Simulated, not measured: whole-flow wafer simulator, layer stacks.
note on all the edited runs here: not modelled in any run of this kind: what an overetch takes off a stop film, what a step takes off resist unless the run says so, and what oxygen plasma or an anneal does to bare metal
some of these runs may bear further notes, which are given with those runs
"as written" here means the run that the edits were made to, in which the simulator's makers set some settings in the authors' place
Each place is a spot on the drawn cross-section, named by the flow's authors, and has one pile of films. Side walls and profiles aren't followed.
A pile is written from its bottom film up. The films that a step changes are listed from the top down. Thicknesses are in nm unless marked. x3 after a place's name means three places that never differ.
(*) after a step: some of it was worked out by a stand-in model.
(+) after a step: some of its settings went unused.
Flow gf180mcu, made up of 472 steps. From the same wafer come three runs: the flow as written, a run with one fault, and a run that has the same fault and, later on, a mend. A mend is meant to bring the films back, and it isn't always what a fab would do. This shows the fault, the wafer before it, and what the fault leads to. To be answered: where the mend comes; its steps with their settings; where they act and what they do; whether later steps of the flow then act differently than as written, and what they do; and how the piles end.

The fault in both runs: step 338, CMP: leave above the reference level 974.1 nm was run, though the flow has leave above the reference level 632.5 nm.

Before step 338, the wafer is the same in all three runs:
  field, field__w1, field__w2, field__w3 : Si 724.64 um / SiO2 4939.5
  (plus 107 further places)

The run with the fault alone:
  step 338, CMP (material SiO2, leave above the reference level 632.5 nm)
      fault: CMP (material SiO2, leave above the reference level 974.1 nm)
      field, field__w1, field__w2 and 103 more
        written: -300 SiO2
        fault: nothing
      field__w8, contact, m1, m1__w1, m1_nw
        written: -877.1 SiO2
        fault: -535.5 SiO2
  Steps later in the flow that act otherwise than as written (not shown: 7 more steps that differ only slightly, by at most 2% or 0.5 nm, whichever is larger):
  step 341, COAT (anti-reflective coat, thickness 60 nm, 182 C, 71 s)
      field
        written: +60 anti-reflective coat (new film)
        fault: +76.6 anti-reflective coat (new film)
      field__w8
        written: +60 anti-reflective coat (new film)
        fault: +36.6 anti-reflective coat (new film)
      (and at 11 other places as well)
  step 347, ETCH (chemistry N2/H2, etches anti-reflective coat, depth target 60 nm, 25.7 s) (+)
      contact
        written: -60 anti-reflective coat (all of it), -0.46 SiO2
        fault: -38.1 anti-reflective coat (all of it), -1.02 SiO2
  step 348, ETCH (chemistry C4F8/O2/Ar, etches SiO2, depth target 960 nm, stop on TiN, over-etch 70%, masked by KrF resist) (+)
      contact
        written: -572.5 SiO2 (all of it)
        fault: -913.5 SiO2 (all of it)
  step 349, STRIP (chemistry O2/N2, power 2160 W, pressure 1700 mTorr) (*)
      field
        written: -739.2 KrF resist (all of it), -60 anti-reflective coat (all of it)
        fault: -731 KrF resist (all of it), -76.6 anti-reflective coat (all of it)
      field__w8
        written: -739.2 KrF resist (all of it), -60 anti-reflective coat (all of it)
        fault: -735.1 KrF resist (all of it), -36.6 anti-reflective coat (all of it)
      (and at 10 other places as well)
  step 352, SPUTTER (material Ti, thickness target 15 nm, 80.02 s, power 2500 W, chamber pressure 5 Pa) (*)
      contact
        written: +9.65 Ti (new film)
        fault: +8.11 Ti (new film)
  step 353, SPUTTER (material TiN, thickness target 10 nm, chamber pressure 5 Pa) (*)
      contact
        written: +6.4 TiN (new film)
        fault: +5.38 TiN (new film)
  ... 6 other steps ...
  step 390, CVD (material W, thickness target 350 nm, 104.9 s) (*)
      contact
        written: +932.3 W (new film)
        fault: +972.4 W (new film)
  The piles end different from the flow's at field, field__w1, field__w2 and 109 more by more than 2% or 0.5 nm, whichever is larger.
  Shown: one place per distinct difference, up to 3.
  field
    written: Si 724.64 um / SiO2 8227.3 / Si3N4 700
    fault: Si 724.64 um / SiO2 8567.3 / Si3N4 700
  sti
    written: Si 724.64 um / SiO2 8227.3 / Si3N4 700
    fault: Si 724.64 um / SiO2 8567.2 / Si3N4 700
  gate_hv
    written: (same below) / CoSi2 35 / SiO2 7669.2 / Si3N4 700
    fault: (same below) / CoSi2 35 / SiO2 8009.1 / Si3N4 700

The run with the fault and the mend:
  The mend follows step 338.
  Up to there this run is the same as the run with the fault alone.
  step 338a, CMP (material SiO2, leave above the reference level 632.5 nm) (the flow's step 338 again)
      field, field__w1, field__w2 and 103 more
        -300 SiO2
      field__w8, contact, m1, m1__w1, m1_nw
        -341.6 SiO2
  None of the later steps of the flow acts differently than as written at any place that is followed.
  At every place that both follow, the piles at the end match the flow's.
